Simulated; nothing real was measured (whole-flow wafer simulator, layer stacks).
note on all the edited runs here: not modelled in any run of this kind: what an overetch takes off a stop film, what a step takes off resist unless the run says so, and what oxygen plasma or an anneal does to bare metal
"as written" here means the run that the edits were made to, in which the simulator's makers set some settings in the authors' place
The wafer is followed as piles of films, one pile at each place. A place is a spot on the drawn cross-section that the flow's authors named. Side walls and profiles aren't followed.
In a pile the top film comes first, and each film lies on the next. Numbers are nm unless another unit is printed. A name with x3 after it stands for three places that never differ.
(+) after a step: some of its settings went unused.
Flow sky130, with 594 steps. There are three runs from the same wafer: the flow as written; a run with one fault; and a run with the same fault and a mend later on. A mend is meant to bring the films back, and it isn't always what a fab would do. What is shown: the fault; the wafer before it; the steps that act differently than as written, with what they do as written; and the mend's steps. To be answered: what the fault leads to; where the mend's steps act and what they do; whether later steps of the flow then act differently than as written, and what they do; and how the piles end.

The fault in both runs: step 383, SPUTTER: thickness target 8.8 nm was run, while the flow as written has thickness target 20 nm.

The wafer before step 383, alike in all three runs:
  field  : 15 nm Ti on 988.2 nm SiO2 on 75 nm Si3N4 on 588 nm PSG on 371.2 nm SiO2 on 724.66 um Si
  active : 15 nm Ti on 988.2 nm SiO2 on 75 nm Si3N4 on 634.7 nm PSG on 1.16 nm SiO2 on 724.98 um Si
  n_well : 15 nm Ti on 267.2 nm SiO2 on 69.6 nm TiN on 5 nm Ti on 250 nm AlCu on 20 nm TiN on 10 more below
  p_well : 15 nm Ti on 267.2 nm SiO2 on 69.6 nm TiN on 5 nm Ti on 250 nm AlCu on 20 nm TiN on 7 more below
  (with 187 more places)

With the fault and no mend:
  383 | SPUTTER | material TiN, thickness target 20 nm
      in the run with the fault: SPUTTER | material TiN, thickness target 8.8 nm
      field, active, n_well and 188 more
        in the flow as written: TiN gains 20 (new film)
        in the run with the fault: TiN gains 8.8 (new film)
  Steps later in the flow that act otherwise than as written (not shown: 10 more steps that differ only slightly, by at most 2% or 0.5 nm, whichever is larger):
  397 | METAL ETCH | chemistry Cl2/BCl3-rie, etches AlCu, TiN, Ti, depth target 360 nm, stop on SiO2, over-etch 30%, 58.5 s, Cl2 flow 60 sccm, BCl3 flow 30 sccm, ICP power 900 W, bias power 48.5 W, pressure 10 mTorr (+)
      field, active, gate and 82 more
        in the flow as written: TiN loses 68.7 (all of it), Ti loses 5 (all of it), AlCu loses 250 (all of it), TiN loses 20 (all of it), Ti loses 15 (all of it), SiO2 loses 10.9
        in the run with the fault: TiN loses 68.7 (all of it), Ti loses 5 (all of it), AlCu loses 250 (all of it), TiN loses 8.8 (all of it), Ti loses 15 (all of it), SiO2 loses 12.1
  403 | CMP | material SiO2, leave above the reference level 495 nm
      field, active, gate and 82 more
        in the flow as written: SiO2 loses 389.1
        in the run with the fault: SiO2 loses 399.1
  By the end, the piles at n_well, p_well, gate_hv and 103 more depart from the flow's by more than 2% or 0.5 nm, whichever is larger.
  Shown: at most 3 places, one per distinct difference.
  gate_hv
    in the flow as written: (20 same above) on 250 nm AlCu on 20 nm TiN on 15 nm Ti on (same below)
    in the run with the fault: (20 same above) on 250 nm AlCu on 8.8 nm TiN on 15 nm Ti on (same below)
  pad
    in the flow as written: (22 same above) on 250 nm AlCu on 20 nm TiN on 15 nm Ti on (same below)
    in the run with the fault: (22 same above) on 250 nm AlCu on 8.8 nm TiN on 15 nm Ti on (same below)
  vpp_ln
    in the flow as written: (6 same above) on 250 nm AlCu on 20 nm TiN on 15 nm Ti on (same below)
    in the run with the fault: (6 same above) on 250 nm AlCu on 8.8 nm TiN on 15 nm Ti on (same below)

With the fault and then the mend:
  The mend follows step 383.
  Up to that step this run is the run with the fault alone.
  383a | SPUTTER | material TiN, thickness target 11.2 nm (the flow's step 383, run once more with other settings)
      field, active, n_well and 188 more
        TiN gains 11.2
  Later steps of the flow that are run all act as written at every place that is followed.
  At every place that both follow, the piles at the end match the flow's.
